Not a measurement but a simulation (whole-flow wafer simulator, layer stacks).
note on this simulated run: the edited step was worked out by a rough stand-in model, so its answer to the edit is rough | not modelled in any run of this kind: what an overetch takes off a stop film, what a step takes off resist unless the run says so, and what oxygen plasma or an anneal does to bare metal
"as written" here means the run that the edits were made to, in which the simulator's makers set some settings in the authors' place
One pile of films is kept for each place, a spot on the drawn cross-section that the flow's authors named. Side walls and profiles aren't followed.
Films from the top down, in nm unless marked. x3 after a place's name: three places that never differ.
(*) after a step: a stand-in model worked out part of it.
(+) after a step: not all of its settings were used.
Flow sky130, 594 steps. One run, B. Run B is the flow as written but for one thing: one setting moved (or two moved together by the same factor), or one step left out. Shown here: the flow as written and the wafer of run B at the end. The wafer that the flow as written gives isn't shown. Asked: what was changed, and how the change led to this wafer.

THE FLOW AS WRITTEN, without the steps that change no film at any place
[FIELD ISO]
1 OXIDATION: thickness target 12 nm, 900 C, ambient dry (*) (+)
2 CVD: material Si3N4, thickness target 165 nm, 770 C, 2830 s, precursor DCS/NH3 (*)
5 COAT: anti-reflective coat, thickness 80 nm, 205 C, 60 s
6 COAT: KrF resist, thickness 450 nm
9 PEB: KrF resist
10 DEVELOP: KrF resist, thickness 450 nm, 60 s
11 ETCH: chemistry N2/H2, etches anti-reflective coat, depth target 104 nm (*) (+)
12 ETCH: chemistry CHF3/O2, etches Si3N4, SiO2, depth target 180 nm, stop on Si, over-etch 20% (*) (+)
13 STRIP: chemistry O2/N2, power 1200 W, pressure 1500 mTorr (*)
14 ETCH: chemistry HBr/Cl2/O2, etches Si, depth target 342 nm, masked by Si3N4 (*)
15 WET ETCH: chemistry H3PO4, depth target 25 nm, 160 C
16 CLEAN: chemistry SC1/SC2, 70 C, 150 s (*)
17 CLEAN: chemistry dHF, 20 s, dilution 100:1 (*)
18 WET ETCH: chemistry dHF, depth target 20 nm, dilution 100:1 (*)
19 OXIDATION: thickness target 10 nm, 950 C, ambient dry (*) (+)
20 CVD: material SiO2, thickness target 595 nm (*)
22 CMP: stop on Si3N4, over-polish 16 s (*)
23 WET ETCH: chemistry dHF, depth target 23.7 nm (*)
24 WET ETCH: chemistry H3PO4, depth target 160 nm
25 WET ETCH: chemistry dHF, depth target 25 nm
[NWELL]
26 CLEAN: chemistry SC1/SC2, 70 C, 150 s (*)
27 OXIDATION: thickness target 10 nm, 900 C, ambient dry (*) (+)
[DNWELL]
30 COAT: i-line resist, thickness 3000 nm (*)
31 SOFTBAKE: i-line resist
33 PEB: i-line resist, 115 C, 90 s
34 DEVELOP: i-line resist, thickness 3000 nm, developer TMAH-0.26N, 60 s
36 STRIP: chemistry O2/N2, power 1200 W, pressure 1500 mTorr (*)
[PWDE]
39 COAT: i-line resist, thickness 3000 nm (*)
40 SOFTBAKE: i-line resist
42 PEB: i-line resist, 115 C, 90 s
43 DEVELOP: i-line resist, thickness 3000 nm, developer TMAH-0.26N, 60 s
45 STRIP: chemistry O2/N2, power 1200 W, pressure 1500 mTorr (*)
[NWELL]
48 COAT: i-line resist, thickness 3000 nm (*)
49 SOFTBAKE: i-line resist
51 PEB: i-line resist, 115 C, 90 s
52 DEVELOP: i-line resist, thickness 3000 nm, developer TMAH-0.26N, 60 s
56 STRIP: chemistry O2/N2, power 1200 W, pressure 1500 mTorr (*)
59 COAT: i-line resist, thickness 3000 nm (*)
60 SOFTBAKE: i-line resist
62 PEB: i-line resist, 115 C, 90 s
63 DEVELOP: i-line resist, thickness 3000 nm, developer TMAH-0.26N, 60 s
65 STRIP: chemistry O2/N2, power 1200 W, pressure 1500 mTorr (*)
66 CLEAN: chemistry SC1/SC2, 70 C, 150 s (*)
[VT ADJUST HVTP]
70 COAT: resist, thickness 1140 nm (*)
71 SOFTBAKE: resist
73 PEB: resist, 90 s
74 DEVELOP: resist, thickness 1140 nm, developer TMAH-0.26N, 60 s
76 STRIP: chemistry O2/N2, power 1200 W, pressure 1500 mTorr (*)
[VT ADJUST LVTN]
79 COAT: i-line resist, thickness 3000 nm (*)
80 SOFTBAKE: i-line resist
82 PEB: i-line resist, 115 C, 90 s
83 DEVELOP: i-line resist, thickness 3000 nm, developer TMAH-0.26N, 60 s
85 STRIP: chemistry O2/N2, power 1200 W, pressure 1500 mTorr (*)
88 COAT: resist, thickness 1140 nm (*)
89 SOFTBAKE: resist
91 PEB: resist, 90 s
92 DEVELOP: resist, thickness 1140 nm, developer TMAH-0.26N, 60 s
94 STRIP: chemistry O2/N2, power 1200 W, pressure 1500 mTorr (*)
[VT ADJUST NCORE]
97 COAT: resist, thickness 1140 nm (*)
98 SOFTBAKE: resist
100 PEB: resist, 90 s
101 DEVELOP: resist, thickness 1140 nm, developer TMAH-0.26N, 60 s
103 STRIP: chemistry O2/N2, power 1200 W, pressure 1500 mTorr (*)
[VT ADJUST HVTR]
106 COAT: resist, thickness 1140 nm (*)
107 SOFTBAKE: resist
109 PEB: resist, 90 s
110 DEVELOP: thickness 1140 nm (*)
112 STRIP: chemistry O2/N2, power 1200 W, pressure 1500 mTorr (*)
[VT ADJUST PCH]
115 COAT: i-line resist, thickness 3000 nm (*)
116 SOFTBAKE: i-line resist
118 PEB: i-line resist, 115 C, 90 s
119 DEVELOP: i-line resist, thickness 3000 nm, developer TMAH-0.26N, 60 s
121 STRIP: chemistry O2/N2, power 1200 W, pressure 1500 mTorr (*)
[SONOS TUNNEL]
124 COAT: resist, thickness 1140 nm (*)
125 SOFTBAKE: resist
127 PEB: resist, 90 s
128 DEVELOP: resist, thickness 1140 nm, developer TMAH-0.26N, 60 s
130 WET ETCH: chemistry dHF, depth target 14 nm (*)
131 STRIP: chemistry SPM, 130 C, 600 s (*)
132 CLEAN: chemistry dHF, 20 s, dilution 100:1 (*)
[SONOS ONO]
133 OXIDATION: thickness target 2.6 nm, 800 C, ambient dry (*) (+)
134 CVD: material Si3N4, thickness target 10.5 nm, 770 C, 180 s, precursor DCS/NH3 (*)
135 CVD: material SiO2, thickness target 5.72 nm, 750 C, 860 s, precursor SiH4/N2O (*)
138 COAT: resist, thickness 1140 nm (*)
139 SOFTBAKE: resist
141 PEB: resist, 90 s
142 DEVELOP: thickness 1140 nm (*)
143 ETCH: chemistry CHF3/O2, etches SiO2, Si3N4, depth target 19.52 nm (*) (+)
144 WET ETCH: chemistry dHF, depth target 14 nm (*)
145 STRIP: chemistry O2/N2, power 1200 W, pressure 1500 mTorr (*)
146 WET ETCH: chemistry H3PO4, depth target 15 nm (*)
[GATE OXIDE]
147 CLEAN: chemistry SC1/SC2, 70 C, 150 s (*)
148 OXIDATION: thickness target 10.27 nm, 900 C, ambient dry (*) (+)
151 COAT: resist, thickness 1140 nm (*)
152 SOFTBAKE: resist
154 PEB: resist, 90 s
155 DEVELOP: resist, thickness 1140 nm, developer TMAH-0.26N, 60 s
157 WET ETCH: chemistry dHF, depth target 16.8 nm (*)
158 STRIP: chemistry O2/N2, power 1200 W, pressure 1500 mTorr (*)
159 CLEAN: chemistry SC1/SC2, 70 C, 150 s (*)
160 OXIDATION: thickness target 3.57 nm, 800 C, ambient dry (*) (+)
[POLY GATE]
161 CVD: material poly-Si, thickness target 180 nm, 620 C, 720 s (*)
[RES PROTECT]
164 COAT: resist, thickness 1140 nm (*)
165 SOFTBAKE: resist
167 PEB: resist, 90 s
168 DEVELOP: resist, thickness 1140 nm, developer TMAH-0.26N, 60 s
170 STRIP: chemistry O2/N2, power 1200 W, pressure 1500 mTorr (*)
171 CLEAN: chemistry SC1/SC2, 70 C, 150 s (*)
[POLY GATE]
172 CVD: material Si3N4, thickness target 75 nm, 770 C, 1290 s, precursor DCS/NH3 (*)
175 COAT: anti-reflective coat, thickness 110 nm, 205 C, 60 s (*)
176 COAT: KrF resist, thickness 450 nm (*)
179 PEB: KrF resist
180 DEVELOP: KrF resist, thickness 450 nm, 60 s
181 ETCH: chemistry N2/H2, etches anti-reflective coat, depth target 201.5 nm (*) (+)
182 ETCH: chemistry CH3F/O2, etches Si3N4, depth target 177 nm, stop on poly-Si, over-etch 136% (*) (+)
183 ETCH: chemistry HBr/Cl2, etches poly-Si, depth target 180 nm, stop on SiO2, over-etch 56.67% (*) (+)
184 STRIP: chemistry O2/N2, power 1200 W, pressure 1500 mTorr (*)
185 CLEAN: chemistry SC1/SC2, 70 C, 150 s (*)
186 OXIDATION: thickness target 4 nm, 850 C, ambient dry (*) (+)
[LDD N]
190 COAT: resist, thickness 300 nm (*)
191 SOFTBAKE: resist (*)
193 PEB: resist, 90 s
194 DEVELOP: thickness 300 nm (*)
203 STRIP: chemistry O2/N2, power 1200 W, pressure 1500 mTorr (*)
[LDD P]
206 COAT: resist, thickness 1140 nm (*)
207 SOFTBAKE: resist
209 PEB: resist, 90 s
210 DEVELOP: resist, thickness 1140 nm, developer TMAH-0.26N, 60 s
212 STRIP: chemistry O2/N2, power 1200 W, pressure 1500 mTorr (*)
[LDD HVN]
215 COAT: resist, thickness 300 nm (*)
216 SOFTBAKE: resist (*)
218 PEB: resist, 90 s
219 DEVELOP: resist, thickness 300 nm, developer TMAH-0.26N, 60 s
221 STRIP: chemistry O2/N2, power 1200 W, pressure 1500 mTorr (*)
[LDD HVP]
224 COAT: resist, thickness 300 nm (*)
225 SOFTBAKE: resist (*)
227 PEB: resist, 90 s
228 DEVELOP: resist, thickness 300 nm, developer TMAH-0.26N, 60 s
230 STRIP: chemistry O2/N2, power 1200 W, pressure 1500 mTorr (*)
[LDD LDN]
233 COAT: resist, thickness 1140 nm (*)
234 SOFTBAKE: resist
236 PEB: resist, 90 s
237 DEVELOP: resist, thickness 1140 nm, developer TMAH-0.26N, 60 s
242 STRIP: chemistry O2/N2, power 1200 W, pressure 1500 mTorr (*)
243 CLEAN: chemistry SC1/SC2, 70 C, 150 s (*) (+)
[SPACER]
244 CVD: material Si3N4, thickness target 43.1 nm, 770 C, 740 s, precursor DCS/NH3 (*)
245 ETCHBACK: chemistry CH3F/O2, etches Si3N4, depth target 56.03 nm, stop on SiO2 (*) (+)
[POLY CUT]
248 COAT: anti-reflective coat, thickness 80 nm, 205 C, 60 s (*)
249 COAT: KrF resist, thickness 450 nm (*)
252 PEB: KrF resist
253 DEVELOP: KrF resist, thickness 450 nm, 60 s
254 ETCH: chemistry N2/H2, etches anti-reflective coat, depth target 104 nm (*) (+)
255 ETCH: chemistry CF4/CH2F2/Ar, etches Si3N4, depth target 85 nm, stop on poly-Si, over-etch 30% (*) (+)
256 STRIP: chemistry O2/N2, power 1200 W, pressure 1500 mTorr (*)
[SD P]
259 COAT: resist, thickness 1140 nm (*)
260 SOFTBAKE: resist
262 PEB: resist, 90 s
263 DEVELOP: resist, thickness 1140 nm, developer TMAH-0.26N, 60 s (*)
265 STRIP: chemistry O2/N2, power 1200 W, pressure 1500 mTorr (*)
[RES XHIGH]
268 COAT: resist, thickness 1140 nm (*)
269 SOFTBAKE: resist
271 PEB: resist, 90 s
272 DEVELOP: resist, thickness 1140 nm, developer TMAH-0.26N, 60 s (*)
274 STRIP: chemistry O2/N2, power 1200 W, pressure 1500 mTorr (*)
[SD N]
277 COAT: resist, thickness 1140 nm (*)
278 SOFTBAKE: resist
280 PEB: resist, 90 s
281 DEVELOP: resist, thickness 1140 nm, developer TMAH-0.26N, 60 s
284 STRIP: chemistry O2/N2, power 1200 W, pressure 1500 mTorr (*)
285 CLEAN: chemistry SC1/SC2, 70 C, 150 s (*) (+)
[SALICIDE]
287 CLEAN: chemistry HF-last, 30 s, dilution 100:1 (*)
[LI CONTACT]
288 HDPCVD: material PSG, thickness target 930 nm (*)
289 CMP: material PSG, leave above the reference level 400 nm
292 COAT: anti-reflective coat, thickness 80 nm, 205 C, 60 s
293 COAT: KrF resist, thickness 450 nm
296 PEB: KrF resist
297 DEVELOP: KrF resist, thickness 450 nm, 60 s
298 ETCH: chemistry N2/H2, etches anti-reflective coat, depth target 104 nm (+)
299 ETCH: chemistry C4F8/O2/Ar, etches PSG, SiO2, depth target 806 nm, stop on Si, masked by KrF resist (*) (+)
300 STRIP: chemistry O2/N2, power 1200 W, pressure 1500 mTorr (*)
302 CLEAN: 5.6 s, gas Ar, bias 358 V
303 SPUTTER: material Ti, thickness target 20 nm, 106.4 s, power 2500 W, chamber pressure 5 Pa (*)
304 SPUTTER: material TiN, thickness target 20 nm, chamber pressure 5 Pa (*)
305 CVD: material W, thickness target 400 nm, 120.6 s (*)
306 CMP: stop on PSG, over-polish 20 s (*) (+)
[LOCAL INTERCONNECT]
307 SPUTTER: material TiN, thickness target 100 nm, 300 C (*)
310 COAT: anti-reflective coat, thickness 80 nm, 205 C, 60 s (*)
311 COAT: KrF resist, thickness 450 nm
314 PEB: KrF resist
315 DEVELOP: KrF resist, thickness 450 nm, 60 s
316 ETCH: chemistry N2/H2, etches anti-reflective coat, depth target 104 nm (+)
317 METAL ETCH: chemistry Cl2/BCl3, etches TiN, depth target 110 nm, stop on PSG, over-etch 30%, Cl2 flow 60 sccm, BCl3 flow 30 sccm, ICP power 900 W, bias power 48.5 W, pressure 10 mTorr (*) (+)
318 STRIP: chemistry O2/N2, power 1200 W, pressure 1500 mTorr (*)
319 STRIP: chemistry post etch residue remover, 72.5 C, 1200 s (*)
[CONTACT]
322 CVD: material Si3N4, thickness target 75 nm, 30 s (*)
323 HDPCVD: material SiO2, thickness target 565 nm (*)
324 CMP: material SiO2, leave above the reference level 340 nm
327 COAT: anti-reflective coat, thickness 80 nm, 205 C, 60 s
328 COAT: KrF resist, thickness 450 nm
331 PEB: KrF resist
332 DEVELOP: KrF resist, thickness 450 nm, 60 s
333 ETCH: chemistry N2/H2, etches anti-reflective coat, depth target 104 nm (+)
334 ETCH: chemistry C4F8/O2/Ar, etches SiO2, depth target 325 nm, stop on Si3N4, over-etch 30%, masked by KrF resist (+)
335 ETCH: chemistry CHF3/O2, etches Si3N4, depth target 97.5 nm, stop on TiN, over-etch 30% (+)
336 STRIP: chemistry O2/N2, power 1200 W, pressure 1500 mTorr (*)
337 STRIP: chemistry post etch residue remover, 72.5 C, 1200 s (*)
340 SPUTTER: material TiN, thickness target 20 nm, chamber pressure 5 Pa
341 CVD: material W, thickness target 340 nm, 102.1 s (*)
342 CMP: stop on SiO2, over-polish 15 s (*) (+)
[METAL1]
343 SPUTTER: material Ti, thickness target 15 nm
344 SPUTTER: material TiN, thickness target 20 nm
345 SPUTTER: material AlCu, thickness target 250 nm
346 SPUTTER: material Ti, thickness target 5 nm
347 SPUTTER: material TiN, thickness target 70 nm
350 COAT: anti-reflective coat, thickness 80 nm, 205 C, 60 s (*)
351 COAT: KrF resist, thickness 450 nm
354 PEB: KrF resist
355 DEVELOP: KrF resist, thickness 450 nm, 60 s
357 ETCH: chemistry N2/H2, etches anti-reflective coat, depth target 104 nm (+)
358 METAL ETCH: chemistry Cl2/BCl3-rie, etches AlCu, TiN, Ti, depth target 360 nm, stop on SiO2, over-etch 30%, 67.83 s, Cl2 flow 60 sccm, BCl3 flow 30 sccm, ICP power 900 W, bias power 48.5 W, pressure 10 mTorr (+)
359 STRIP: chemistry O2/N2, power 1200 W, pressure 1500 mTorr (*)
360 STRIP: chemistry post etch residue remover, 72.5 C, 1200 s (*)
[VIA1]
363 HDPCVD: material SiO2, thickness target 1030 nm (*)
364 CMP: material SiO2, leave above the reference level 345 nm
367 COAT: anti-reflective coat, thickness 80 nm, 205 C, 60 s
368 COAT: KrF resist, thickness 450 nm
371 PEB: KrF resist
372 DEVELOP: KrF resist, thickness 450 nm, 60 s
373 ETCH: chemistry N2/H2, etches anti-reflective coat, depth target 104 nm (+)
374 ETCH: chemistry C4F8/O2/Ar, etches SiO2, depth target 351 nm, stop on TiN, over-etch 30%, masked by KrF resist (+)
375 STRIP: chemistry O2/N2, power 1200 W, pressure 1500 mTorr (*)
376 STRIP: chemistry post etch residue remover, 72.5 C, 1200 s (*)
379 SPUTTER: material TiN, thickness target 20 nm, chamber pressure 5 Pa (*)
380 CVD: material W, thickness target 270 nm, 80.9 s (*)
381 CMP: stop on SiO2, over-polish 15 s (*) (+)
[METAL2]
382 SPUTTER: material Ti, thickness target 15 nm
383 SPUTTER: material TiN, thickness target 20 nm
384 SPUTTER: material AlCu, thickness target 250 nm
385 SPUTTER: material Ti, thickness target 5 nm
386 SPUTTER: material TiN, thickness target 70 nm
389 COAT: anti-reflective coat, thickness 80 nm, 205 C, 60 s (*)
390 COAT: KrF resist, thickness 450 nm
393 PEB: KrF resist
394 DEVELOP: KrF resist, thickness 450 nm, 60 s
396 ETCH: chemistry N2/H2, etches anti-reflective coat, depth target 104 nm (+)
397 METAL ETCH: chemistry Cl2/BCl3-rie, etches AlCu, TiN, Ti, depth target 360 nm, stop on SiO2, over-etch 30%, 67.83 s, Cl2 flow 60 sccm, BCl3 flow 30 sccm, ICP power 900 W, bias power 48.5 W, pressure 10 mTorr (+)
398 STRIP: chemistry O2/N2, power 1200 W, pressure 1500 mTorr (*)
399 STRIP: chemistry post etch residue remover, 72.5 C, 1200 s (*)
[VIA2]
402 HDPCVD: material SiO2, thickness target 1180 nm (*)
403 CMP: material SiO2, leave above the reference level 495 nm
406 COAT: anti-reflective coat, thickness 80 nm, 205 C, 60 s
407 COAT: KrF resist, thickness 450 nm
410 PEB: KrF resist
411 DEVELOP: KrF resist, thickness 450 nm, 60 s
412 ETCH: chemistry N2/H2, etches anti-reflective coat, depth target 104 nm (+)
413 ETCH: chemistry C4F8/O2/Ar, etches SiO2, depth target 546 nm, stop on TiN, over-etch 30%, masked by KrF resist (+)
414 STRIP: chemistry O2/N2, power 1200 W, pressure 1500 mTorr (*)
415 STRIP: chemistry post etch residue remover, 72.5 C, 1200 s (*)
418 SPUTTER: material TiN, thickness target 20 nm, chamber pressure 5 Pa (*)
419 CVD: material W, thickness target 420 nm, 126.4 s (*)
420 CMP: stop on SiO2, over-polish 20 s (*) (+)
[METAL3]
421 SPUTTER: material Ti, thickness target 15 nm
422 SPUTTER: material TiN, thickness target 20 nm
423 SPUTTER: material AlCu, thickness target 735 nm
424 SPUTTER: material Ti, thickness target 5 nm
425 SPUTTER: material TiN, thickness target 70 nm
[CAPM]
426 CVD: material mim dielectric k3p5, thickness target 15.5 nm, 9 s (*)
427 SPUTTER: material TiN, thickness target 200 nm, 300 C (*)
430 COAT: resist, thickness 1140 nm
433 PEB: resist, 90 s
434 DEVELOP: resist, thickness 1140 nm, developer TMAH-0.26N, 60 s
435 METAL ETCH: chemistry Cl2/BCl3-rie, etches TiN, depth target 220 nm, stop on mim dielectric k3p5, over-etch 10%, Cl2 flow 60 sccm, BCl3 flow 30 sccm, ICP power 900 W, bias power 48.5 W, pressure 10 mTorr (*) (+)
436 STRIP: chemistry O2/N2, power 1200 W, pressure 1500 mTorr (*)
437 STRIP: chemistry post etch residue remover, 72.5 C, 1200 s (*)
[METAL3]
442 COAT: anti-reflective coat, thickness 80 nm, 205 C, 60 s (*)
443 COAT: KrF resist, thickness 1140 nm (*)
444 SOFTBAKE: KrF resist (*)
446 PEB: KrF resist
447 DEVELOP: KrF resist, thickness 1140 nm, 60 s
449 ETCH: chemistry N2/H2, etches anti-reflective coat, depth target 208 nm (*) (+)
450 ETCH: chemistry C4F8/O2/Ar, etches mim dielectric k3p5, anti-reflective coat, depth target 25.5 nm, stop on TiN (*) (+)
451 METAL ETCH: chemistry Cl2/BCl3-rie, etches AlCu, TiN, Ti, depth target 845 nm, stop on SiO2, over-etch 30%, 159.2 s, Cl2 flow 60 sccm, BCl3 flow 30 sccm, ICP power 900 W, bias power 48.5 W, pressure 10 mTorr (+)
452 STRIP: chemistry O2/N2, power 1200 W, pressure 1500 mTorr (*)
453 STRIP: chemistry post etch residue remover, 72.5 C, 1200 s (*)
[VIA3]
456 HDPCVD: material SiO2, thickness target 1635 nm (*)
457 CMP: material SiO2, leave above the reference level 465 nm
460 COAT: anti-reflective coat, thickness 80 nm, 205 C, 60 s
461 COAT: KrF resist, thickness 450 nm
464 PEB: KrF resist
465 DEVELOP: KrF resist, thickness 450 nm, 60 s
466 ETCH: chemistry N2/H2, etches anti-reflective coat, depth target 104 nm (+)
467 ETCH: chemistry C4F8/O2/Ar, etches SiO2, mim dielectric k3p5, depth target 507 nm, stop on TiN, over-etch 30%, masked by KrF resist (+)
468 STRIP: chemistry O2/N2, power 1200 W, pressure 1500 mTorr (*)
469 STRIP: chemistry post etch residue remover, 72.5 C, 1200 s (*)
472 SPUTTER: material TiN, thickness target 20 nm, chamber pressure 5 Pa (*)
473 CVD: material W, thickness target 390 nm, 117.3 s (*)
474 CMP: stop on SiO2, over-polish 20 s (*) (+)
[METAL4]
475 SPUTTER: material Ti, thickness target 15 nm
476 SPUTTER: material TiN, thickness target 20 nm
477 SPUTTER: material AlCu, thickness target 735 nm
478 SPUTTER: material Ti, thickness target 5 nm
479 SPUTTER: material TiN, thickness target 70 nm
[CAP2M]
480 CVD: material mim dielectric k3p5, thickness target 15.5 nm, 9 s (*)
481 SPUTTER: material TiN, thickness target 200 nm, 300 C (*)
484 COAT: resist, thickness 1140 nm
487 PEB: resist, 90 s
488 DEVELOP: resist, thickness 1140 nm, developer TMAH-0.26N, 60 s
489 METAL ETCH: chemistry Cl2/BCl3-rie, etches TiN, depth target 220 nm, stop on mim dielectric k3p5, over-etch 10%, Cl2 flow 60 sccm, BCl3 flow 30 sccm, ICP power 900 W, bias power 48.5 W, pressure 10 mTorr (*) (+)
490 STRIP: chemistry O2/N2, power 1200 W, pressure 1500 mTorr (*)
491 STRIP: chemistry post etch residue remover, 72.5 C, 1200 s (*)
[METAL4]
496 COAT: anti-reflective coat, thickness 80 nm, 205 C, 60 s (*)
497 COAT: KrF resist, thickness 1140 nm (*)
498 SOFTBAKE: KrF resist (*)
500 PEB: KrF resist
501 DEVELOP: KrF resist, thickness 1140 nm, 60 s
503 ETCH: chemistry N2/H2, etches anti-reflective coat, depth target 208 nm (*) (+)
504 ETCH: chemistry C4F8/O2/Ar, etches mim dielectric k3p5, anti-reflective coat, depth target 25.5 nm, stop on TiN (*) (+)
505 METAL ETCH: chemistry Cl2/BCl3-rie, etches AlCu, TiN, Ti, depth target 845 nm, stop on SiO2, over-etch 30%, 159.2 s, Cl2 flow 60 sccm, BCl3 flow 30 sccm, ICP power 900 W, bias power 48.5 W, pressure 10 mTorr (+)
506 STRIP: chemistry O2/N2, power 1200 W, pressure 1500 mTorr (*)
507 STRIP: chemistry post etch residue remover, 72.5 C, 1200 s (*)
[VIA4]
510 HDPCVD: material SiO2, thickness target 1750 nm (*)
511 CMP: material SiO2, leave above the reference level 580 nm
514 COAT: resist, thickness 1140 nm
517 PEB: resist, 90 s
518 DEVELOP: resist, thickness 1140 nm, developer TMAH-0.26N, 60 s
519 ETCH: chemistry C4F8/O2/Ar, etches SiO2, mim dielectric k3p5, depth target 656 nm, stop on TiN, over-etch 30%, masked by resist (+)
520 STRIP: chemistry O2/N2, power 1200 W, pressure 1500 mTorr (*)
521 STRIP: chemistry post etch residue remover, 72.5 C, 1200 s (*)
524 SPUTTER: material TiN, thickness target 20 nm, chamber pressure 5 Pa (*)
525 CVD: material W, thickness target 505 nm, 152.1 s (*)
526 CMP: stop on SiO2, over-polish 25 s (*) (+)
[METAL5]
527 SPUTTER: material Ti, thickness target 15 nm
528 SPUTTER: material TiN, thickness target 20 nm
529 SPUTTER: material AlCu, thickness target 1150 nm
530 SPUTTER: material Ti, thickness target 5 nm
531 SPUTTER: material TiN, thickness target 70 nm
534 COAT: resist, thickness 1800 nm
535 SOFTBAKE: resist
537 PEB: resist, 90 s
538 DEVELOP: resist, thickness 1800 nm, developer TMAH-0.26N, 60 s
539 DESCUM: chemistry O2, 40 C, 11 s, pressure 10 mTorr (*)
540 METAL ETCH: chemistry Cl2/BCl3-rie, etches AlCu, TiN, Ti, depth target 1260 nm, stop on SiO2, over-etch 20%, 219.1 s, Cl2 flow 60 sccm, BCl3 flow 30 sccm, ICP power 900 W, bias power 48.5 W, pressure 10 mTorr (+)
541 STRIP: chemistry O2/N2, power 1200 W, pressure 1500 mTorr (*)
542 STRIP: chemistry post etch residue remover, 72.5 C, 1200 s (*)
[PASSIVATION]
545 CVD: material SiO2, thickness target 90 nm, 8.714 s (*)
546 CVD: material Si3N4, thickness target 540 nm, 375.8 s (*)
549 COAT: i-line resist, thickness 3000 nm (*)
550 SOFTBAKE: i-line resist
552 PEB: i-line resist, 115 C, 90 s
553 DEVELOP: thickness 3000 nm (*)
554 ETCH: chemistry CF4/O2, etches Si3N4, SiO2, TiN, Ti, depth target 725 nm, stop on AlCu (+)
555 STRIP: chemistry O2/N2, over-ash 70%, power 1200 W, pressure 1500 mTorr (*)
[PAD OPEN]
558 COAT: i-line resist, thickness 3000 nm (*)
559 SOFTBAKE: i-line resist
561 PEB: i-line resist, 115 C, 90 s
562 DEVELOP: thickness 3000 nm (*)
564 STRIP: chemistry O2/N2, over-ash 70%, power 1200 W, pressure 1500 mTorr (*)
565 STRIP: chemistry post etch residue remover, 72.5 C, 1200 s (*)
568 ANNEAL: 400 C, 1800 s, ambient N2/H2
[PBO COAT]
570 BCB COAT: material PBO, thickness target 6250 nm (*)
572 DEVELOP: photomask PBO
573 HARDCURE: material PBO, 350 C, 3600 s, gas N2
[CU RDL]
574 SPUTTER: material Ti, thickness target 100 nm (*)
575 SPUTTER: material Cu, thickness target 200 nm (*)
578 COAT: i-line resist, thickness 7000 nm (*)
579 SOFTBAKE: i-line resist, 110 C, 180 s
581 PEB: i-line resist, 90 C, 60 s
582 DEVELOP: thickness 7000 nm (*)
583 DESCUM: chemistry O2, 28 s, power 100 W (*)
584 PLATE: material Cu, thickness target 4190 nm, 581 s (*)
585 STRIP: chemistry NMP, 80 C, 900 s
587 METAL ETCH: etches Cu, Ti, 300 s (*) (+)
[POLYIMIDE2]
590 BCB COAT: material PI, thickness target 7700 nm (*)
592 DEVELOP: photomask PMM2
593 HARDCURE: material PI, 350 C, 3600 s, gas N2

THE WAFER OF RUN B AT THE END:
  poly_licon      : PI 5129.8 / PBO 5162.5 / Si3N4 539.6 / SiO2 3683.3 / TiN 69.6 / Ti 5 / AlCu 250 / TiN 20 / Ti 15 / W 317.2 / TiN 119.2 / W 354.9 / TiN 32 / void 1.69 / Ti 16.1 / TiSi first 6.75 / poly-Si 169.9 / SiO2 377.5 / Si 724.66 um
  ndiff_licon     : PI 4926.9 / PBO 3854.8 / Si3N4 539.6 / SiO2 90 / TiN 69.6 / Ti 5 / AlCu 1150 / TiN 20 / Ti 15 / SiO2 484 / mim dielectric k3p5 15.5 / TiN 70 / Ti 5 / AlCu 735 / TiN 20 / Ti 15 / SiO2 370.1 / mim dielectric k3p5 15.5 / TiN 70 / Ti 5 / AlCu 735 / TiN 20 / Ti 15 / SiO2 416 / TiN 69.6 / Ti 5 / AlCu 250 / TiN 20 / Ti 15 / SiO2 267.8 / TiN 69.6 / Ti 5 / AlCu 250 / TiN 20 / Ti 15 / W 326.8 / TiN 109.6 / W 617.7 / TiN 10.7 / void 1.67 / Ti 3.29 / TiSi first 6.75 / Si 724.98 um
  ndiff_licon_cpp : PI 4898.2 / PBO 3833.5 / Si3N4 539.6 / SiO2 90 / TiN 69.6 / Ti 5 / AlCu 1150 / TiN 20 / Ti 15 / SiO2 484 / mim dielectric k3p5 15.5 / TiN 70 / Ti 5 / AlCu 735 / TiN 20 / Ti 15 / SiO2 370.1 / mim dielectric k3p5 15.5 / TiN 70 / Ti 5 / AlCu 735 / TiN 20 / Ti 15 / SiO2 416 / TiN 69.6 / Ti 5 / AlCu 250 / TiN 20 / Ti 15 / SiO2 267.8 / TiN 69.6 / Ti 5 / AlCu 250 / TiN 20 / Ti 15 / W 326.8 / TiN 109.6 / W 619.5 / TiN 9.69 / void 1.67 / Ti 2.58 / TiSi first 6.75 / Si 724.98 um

The cause: step 304, SPUTTER: thickness target 32 nm was run, where the flow has thickness target 20 nm.
It can be read off the wafer: poly_licon has TiN 32, and step 304 as written asks for 20 nm.

How the change led to this, step by step:
  304 SPUTTER: material TiN, thickness target 20 nm, chamber pressure 5 Pa (*)
      field, active, n_well and 185 more: TiN +32 (new film) (as written it would be: TiN +20 (new film))
      ndiff_licon: TiN +10.7 (new film) (as written it would be: TiN +6.83 (new film))
      (and at 2 more places)
  306 CMP: stop on PSG, over-polish 20 s (*) (+)
      field, active, n_well and 184 more: W -400 (all of it), TiN -32 (all of it), Ti -20 (all of it), PSG -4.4 (as written it would be: W -400 (all of it), TiN -20 (all of it), Ti -20 (all of it), PSG -4.4)
      ndiff_licon, ndiff_licon_cpp, rpo_hd_licon: W -456.9 (as written it would be: W -444.9)
      (and at 1 more place)
